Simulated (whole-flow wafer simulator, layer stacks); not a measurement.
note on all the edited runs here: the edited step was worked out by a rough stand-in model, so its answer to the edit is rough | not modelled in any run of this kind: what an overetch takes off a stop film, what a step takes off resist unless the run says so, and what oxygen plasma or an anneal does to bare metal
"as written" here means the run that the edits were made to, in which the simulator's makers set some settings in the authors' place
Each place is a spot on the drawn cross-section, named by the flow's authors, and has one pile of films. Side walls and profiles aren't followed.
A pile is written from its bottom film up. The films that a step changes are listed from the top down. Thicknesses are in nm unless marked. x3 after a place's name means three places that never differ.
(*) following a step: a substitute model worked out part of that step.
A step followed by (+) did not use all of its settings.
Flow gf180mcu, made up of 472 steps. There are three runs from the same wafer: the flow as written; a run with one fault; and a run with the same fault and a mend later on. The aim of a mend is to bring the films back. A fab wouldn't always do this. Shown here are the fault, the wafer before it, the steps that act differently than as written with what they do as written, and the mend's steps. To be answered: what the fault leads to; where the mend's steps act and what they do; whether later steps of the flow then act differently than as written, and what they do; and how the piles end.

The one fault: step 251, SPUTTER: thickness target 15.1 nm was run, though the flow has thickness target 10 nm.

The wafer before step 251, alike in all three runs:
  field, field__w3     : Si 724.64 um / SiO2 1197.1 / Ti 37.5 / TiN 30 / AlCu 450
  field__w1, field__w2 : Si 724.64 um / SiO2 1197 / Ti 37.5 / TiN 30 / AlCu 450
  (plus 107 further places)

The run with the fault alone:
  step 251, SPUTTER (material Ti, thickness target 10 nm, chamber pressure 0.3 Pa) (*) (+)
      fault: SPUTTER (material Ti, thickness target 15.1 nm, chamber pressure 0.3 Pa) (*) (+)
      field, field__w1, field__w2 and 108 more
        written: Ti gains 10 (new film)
        fault: Ti gains 15.1 (new film)
  Later steps of the flow acting differently than as written (5 more steps, not shown, differ only slightly: by at most 2% or 0.5 nm, whichever is larger):
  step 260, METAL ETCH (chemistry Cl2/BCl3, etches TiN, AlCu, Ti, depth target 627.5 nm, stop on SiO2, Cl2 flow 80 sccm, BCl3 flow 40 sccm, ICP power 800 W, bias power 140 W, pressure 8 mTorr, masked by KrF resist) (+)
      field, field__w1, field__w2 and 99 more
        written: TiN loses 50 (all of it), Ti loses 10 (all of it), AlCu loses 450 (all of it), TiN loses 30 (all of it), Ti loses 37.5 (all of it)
        fault: TiN loses 50 (all of it), Ti loses 15.1 (all of it), AlCu loses 450 (all of it), TiN loses 30 (all of it), Ti loses 37.5 (all of it)
  By the end, the piles at field__w8, contact, m1 and 6 more depart from the flow's by more than 2% or 0.5 nm, whichever is larger.
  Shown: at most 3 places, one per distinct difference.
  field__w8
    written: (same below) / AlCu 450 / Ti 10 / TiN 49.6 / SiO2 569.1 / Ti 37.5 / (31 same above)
    fault: (same below) / AlCu 450 / Ti 15.1 / TiN 49.6 / SiO2 564 / Ti 37.5 / (31 same above)
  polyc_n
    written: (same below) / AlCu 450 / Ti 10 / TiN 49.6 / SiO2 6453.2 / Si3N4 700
    fault: (same below) / AlCu 450 / Ti 15.1 / TiN 49.6 / SiO2 6448.1 / Si3N4 700
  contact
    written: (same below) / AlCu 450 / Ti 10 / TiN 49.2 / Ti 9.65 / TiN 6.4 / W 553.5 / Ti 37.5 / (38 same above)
    fault: (same below) / AlCu 450 / Ti 15.1 / TiN 49.2 / Ti 9.68 / TiN 6.42 / W 548.4 / Ti 37.5 / (38 same above)

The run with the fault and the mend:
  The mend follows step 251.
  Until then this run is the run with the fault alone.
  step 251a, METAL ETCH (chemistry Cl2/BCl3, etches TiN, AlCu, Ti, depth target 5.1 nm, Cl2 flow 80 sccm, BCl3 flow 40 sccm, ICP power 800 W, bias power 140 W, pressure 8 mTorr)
      field, field__w1, field__w2 and 108 more
        Ti loses 5.1
  Every later step of the flow that is run acts as written at every place that is followed.
  At every place that both follow, the piles at the end match the flow's.
